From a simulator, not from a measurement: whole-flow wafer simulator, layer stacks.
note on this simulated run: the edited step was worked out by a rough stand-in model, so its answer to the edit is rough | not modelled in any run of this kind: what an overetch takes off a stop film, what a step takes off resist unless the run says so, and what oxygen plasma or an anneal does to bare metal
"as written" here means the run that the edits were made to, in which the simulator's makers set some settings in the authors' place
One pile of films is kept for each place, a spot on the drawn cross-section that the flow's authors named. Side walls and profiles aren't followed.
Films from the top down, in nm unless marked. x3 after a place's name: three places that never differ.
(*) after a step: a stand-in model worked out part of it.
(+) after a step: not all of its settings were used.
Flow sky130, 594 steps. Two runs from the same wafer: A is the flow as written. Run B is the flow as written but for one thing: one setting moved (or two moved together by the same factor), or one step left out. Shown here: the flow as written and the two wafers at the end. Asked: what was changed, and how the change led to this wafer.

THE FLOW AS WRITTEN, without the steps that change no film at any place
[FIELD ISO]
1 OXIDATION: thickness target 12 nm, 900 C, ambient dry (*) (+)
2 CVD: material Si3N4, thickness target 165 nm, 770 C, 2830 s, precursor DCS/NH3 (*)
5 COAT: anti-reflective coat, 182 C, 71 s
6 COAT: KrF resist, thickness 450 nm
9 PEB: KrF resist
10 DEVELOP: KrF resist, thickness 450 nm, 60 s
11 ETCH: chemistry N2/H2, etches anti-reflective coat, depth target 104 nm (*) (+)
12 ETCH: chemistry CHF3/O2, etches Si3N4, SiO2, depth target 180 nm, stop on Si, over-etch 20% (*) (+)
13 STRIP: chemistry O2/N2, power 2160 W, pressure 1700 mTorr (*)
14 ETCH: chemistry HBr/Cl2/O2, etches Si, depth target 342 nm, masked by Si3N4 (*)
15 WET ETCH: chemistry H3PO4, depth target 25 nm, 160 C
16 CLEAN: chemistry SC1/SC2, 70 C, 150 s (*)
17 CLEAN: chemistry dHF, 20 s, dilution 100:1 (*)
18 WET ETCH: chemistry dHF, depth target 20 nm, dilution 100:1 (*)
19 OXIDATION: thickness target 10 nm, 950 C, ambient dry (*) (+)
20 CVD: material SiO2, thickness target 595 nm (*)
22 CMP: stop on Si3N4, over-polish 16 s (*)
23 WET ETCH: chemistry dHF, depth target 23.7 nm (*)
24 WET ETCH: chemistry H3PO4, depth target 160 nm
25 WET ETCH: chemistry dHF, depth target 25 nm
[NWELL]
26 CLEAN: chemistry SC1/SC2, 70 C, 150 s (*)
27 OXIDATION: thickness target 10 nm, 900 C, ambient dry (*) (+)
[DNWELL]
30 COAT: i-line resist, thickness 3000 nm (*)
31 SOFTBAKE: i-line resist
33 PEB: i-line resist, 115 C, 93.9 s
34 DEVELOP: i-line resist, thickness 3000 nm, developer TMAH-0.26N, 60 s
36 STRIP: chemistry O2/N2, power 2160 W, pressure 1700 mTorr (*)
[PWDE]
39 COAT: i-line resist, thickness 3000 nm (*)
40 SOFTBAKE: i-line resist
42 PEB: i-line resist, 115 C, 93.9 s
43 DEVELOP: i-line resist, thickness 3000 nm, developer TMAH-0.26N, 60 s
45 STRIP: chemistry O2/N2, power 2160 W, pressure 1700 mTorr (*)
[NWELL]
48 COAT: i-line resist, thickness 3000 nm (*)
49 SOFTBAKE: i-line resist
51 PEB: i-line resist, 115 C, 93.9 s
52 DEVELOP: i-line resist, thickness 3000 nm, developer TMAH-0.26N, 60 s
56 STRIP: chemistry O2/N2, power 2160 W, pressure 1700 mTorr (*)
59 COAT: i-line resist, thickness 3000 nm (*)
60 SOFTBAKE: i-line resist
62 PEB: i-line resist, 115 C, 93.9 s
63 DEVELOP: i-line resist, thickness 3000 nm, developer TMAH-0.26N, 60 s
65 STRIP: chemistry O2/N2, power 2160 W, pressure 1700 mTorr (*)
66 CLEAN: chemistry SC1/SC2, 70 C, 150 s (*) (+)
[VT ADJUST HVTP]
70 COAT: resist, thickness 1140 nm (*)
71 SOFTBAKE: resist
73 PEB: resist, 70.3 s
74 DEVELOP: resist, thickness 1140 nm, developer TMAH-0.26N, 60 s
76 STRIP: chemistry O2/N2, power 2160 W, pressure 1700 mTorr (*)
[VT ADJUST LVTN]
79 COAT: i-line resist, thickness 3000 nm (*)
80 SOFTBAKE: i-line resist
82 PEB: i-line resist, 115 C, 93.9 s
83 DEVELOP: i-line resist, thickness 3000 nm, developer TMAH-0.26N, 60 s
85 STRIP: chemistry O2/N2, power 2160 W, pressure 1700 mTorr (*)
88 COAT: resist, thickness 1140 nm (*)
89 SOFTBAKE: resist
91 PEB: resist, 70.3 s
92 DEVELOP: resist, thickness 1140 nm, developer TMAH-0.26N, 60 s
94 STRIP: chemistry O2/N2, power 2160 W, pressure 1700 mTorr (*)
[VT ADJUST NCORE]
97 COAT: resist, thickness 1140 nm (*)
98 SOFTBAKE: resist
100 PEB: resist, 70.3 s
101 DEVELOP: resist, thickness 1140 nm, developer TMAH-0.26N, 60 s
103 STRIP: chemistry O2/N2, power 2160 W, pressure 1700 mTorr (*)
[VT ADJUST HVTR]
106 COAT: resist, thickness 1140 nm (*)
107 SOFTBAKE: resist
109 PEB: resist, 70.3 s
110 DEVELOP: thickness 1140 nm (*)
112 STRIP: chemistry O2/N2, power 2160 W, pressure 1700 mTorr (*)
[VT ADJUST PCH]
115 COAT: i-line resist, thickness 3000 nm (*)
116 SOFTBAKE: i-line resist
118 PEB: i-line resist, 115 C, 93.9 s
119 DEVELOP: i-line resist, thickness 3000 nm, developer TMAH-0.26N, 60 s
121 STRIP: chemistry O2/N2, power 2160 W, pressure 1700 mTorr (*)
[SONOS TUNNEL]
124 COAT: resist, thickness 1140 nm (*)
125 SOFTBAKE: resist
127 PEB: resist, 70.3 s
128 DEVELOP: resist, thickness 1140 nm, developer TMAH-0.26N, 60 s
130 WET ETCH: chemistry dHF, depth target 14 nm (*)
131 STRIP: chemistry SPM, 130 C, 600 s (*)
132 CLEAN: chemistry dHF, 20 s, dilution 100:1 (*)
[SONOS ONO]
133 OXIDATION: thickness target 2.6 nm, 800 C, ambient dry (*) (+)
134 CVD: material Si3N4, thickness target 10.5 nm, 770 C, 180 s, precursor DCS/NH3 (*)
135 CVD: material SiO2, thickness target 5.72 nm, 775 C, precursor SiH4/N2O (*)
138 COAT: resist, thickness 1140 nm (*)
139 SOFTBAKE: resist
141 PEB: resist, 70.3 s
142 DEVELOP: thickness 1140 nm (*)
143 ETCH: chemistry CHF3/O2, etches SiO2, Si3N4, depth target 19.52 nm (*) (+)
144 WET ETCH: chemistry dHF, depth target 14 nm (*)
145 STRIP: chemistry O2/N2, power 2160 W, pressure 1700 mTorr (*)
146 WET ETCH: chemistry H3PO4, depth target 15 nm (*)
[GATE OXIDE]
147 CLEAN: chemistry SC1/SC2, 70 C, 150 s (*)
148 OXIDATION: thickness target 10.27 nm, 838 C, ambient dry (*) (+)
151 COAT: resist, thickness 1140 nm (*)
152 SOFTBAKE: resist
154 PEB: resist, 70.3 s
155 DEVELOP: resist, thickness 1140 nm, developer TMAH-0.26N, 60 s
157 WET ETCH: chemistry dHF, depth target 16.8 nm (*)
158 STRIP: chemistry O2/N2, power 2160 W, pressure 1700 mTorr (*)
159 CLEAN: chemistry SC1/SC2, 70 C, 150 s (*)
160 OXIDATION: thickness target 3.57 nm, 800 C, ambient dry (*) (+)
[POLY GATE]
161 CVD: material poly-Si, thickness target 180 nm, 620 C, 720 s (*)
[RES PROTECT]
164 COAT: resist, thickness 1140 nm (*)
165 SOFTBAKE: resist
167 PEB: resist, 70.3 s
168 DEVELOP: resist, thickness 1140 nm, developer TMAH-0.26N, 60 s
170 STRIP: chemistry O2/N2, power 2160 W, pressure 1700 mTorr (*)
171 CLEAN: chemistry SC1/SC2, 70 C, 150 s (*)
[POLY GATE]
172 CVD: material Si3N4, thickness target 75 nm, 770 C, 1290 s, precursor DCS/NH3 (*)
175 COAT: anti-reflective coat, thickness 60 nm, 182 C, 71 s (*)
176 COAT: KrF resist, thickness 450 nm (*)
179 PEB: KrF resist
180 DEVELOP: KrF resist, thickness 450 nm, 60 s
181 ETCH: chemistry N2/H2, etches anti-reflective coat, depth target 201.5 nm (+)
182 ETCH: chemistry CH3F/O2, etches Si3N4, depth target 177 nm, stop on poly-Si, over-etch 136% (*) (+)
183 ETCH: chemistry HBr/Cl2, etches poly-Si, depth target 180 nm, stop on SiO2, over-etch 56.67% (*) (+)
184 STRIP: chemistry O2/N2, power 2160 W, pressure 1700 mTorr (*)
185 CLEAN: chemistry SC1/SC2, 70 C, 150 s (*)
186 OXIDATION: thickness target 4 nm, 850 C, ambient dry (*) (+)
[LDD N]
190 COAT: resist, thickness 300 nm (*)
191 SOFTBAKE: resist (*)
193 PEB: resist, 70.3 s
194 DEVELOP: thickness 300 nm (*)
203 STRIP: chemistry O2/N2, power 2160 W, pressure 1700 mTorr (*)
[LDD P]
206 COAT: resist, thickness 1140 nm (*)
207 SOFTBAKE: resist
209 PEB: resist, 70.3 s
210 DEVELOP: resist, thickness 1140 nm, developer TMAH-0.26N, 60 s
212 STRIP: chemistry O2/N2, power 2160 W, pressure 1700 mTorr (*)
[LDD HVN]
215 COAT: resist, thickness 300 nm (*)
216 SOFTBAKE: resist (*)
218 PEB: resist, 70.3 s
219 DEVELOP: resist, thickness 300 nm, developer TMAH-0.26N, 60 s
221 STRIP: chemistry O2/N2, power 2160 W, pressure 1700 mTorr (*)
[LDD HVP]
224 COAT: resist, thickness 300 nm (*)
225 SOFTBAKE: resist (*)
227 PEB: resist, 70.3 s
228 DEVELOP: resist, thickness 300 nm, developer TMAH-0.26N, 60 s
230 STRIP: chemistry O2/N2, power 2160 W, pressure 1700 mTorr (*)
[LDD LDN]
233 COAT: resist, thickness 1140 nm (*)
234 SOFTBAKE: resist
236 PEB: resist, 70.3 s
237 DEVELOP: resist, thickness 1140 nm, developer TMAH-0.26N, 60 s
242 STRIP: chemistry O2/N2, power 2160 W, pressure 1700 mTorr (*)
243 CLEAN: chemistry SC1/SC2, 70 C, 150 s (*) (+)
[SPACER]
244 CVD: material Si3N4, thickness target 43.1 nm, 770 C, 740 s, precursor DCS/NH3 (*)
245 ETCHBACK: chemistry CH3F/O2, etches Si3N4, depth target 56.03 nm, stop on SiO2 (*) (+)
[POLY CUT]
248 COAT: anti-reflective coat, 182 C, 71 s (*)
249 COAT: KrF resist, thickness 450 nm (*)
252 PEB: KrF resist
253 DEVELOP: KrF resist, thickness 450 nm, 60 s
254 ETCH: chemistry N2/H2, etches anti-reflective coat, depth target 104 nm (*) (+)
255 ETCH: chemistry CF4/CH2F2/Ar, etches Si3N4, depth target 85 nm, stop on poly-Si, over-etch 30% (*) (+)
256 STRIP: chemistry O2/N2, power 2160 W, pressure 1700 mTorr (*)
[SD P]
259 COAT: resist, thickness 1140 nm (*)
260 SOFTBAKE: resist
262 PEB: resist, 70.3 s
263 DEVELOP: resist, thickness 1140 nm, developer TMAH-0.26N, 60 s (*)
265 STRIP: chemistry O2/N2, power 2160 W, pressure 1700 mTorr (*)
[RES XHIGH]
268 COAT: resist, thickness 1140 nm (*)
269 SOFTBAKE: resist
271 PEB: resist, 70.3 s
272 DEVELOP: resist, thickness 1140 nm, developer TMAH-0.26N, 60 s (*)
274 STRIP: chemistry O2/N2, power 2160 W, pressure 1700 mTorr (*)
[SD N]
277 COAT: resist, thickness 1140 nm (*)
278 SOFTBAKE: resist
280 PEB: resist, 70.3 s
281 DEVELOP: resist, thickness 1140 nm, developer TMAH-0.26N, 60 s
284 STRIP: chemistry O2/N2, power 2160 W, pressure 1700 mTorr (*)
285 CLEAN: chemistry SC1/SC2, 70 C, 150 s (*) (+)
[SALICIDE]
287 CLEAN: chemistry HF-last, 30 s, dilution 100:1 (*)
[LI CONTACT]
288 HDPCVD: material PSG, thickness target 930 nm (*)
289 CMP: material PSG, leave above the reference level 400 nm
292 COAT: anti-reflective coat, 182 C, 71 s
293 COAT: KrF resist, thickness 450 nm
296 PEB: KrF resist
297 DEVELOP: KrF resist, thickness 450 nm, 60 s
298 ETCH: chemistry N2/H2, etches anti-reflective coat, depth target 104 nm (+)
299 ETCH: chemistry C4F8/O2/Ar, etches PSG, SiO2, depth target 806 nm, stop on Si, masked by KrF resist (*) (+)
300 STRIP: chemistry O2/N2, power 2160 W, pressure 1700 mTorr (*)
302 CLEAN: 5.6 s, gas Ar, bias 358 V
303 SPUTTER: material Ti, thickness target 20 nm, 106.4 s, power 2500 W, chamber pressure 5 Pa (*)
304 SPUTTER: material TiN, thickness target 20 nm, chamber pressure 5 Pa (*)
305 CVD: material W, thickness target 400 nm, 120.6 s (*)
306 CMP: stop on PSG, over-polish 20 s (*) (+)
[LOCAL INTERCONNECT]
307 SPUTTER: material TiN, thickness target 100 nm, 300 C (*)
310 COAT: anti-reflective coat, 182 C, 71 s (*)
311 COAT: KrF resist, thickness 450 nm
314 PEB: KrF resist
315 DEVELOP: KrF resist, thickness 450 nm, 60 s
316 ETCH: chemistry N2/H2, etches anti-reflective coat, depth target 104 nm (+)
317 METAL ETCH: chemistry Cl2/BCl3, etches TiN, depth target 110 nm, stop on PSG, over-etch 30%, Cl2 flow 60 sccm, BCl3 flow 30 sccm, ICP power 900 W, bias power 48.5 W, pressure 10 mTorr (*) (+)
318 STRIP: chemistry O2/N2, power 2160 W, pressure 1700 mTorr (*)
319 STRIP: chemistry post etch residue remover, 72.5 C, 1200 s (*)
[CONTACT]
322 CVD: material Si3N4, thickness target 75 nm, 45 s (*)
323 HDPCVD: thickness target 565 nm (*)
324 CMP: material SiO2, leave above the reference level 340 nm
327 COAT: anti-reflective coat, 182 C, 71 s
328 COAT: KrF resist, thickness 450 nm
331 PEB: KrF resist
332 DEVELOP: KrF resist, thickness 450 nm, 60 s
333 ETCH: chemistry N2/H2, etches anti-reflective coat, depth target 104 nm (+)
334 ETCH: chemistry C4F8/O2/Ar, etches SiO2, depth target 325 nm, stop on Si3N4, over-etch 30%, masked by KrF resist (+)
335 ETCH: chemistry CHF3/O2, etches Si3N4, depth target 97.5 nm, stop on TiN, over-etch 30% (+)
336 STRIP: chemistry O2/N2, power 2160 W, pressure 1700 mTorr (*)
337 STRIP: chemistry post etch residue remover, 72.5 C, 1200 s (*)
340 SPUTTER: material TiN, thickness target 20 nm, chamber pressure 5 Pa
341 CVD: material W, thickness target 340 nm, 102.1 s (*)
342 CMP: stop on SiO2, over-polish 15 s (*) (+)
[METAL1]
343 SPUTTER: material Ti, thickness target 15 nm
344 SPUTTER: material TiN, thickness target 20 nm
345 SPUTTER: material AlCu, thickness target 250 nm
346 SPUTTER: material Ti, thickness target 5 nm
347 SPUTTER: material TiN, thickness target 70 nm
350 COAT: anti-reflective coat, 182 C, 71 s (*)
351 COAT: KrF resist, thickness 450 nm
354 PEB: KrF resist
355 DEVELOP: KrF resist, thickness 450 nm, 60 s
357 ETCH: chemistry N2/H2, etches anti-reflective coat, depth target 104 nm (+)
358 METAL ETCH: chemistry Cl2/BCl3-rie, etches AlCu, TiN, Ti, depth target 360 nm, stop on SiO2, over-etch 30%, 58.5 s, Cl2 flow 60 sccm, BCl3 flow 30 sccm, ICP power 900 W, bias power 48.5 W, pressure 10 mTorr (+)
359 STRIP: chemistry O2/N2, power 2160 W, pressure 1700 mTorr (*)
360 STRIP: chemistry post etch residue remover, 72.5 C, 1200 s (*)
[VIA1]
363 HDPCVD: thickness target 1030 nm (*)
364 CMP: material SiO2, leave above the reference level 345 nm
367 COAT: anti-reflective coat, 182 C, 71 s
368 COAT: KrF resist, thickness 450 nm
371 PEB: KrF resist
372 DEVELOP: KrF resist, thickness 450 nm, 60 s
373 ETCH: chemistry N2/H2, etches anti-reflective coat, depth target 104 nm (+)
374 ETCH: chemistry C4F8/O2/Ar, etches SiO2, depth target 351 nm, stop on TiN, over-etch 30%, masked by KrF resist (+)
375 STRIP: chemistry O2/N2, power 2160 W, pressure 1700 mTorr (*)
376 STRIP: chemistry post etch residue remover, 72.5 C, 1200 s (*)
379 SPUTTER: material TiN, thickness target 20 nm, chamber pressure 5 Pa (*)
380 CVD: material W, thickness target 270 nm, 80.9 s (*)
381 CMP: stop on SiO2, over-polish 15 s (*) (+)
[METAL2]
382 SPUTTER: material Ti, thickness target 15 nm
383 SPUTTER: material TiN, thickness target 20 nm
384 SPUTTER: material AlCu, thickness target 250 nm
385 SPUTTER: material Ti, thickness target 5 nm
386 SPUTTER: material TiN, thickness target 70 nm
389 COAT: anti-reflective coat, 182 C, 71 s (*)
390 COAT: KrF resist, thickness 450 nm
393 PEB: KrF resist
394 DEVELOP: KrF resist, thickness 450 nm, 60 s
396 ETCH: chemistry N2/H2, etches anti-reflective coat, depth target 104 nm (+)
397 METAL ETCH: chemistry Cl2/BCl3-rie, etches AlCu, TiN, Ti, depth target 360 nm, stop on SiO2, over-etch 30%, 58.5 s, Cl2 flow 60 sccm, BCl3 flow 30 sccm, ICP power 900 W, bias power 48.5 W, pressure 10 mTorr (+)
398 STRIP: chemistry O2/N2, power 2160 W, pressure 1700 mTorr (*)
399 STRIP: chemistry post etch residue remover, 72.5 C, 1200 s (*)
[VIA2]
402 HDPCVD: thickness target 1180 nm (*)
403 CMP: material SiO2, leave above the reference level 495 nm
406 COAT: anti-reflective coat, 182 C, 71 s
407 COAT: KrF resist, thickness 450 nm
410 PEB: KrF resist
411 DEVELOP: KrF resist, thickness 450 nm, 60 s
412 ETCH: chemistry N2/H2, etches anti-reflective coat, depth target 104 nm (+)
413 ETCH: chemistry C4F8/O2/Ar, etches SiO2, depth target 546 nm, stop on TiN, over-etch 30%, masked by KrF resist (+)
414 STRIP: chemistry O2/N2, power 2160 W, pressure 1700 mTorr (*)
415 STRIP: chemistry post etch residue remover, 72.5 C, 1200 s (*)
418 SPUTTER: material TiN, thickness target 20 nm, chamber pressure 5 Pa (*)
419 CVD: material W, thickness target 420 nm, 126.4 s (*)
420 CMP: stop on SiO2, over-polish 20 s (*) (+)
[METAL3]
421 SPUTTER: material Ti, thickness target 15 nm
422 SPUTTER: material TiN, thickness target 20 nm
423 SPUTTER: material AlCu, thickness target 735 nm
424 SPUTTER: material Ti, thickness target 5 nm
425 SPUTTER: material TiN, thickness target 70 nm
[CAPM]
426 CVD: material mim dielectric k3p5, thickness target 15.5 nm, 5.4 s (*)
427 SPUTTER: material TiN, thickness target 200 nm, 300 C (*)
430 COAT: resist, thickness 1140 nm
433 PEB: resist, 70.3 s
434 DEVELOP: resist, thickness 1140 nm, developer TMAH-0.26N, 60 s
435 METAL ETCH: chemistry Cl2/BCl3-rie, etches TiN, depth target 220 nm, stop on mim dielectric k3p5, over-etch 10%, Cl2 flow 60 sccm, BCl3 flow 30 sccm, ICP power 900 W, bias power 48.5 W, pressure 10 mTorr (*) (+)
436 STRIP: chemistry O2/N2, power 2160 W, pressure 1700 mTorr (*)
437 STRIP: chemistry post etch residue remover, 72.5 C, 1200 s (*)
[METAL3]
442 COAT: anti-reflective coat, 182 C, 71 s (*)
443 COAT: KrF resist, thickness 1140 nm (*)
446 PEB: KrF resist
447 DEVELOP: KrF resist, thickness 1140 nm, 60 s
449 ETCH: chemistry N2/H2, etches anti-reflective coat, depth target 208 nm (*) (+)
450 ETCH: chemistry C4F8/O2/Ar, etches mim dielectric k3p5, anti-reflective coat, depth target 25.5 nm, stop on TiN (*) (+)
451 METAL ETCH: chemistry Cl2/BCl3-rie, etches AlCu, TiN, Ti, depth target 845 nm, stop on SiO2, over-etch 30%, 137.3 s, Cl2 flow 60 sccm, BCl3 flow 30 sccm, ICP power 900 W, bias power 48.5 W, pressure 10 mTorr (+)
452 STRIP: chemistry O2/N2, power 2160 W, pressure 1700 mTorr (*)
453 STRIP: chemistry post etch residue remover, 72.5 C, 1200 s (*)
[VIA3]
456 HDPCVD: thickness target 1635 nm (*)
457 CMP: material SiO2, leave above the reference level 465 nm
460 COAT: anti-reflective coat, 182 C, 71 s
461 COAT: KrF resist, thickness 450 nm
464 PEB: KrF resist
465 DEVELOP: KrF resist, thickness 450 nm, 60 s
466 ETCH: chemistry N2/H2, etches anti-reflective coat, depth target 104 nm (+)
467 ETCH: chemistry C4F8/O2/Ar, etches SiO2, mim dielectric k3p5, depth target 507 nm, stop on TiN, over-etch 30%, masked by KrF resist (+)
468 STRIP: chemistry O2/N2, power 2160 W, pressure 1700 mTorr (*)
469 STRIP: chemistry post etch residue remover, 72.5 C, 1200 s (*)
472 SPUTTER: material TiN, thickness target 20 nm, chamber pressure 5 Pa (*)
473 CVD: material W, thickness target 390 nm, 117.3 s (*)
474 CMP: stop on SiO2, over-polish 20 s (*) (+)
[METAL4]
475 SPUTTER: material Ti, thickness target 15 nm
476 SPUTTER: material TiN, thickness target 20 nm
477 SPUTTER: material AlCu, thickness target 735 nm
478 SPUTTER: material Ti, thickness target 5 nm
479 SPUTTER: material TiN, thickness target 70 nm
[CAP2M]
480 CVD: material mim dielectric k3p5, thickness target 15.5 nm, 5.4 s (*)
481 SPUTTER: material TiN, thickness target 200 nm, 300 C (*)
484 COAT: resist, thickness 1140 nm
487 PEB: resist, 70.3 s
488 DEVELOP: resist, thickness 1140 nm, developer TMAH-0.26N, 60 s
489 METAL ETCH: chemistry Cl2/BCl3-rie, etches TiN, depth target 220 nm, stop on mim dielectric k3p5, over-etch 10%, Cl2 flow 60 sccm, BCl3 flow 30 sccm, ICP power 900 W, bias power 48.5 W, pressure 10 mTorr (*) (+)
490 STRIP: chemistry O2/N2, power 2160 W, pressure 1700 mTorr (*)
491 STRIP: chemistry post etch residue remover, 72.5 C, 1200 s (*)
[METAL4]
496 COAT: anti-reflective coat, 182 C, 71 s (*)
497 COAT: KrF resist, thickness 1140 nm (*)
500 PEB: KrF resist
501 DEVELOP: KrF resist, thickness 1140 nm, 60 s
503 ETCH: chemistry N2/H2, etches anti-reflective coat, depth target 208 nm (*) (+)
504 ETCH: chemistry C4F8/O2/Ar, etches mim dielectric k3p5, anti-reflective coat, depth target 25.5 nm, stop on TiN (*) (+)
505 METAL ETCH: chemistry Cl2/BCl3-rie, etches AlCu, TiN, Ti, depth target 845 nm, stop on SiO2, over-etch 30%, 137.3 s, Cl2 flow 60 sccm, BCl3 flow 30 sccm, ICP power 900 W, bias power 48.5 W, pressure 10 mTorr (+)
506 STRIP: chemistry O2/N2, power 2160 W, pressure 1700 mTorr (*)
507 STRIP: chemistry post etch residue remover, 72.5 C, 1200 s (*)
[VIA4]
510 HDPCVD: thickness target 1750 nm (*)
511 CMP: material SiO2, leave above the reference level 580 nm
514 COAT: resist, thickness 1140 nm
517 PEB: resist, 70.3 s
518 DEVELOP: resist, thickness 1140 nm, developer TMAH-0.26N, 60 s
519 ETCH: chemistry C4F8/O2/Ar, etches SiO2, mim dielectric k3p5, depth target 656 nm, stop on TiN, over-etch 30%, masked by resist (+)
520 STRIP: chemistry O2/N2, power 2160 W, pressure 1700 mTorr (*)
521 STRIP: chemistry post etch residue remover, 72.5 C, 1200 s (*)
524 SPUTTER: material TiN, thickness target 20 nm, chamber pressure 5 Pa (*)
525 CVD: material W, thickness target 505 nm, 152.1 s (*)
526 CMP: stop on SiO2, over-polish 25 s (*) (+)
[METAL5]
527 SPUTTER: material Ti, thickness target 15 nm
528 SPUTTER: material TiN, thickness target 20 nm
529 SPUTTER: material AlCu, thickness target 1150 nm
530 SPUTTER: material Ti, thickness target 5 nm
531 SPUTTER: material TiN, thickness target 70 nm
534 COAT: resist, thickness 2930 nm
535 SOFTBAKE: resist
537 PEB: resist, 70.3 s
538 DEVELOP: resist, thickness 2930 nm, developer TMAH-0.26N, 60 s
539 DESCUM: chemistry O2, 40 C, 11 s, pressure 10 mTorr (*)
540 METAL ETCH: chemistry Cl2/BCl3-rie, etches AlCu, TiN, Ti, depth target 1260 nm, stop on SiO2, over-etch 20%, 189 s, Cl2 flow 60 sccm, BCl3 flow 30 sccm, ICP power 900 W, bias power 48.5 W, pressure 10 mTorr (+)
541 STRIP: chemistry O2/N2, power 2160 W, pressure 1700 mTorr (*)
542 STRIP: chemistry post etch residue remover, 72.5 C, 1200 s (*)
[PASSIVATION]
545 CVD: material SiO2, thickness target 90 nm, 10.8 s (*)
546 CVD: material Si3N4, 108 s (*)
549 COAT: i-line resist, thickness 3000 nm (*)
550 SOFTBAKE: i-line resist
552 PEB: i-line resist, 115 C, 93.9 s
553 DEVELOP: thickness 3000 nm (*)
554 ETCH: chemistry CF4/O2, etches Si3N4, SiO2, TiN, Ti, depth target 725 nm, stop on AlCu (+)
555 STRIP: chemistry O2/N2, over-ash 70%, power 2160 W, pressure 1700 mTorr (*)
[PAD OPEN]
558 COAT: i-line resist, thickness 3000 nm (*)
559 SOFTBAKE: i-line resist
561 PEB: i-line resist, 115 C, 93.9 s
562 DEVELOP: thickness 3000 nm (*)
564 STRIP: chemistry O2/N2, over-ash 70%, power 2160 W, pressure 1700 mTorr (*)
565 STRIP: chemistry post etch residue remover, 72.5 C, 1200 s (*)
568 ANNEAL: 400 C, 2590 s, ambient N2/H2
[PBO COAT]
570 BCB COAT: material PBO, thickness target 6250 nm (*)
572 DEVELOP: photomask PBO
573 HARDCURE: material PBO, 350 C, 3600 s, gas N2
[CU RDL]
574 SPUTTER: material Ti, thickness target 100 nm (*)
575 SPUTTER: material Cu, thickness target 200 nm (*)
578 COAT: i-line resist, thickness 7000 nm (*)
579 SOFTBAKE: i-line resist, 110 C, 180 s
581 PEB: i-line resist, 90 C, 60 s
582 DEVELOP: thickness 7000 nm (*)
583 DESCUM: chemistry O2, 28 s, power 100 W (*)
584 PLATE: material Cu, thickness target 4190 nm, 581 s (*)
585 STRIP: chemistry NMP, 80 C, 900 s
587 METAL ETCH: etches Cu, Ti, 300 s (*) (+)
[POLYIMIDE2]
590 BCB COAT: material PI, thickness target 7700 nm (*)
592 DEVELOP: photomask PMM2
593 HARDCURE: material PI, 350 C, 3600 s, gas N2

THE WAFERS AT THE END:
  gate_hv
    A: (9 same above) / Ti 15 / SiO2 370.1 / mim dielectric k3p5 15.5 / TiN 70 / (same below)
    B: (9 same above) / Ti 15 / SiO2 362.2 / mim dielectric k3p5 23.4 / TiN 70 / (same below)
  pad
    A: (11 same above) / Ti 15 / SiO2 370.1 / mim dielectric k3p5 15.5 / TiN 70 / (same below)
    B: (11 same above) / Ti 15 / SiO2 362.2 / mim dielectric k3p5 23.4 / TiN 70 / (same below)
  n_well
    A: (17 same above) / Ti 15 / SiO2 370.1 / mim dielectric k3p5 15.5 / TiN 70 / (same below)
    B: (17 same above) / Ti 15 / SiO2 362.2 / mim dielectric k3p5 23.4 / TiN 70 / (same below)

The cause: step 426, CVD: thickness target 23.4 nm was run, where the flow has thickness target 15.5 nm; step 426, CVD: 8.15 s was run, where the flow has 5.4 s.
It can be read off the wafer: gate_hv has mim dielectric k3p5 23.4, and step 426 as written asks for 15.5 nm.

How the change led to this, step by step:
  426 CVD: material mim dielectric k3p5, thickness target 15.5 nm, 5.4 s (*)
      field, active, n_well and 188 more: A mim dielectric k3p5 +15.5 (new film) | B mim dielectric k3p5 +23.4 (new film)
  450 ETCH: chemistry C4F8/O2/Ar, etches mim dielectric k3p5, anti-reflective coat, depth target 25.5 nm, stop on TiN (*) (+)
      n_well, p_well, gate_hv and 104 more: A KrF resist -15.5 | B KrF resist -17
      field, active, gate and 82 more: A mim dielectric k3p5 -15.5 (all of it) | B mim dielectric k3p5 -23.4 (all of it)
  467 ETCH: chemistry C4F8/O2/Ar, etches SiO2, mim dielectric k3p5, depth target 507 nm, stop on TiN, over-etch 30%, masked by KrF resist (+)
      m1: A SiO2 -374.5 (all of it), mim dielectric k3p5 -15.5 (all of it) | B SiO2 -366.6 (all of it), mim dielectric k3p5 -23.4 (all of it)
      via3_hole: A SiO2 -373.9 (all of it), mim dielectric k3p5 -15.5 (all of it) | B SiO2 -366 (all of it), mim dielectric k3p5 -23.4 (all of it)
